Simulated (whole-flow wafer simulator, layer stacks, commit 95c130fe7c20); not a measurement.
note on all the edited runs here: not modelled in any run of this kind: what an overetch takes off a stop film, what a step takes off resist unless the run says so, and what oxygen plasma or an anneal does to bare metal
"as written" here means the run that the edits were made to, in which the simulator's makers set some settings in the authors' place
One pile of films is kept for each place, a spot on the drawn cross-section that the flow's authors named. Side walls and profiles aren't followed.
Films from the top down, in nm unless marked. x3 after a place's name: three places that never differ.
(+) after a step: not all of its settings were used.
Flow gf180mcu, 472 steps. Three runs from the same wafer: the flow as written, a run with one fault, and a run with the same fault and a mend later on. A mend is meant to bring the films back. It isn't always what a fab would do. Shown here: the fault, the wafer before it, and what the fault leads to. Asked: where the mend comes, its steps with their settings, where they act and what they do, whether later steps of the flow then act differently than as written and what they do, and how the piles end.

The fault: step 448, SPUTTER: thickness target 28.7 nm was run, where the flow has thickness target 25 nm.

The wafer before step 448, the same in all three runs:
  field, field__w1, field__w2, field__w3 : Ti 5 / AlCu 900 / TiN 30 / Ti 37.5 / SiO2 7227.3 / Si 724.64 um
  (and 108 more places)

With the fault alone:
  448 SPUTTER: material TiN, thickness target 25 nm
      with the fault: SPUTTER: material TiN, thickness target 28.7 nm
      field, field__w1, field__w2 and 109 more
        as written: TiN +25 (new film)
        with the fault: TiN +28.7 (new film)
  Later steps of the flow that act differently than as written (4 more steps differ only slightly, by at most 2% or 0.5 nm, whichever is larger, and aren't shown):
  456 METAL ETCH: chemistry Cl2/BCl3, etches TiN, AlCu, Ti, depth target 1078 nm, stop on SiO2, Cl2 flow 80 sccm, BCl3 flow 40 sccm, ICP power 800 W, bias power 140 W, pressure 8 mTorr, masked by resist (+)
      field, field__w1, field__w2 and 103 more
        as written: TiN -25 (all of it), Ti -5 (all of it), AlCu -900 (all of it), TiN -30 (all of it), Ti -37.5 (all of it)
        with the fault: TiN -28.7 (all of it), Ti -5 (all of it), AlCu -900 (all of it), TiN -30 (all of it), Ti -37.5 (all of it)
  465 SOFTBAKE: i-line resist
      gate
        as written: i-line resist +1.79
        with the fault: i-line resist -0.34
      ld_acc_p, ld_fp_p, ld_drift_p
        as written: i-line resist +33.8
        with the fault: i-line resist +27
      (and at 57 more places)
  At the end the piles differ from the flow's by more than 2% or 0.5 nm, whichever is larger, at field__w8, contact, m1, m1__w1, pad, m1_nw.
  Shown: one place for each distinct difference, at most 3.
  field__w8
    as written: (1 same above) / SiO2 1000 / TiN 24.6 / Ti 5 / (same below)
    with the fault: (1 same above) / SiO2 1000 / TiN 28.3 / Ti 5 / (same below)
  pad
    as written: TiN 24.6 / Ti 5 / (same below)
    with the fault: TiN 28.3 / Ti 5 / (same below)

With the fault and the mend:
  The mend comes after step 448.
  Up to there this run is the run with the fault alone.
  448a METAL ETCH: chemistry Cl2/BCl3, etches TiN, AlCu, Ti, depth target 3.7 nm, Cl2 flow 80 sccm, BCl3 flow 40 sccm, ICP power 800 W, bias power 140 W, pressure 8 mTorr (the flow's step 260 once more, with other settings)
      field, field__w1, field__w2 and 109 more
        TiN -3.7
  No later step of the flow acts differently than as written at any place that is followed.
  At the end the piles are the same as the flow's at every place that both follow.
